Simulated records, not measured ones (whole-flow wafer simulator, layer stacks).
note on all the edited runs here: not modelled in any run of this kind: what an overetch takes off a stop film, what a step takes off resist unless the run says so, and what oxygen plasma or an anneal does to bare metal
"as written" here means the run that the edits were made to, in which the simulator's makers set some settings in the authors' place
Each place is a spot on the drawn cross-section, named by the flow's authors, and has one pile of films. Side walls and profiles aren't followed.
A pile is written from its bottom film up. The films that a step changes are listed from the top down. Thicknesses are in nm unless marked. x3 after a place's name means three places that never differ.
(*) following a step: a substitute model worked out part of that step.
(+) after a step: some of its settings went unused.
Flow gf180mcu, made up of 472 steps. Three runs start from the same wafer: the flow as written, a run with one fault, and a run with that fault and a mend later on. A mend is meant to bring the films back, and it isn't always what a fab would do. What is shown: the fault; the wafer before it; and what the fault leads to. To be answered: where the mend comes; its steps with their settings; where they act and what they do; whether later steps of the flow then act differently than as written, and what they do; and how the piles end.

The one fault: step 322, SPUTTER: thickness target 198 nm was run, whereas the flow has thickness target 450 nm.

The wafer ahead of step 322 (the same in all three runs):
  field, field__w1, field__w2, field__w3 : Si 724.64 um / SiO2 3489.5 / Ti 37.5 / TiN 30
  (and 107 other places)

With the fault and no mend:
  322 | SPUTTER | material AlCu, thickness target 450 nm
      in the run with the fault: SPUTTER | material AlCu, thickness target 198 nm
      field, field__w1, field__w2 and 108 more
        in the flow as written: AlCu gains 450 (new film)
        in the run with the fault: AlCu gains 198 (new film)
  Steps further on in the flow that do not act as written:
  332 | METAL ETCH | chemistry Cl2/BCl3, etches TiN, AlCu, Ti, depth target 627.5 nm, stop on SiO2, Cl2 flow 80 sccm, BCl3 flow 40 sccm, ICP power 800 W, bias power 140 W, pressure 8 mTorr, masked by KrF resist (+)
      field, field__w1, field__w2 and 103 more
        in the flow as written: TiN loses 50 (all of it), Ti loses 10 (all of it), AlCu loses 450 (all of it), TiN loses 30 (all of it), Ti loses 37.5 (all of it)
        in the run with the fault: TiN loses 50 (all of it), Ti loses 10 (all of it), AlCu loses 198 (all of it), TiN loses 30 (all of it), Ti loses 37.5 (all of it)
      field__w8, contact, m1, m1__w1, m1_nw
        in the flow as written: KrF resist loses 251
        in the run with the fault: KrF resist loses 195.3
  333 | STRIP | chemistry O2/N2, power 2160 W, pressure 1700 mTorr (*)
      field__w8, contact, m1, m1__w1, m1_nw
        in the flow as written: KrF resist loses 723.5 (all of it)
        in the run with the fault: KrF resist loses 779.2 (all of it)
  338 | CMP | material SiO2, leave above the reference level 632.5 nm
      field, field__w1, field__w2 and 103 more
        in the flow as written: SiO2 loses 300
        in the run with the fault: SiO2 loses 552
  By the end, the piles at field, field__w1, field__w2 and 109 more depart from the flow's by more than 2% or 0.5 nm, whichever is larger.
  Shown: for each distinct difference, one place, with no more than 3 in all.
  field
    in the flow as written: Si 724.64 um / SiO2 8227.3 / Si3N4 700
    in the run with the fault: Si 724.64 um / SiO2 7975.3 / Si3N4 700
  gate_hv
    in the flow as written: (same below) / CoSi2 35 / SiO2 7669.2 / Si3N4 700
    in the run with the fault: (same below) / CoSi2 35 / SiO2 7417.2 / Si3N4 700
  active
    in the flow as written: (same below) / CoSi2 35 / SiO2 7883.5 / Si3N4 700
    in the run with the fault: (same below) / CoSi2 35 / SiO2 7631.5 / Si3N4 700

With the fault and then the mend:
  After step 322 comes the mend.
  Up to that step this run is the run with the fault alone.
  322a | SPUTTER | material AlCu, thickness target 252 nm (the flow's step 322, run once more with other settings)
      field, field__w1, field__w2 and 108 more
        AlCu gains 252
  None of the later steps of the flow acts differently than as written at any place that is followed.
  By the end, the piles equal the flow's at every place that both follow.
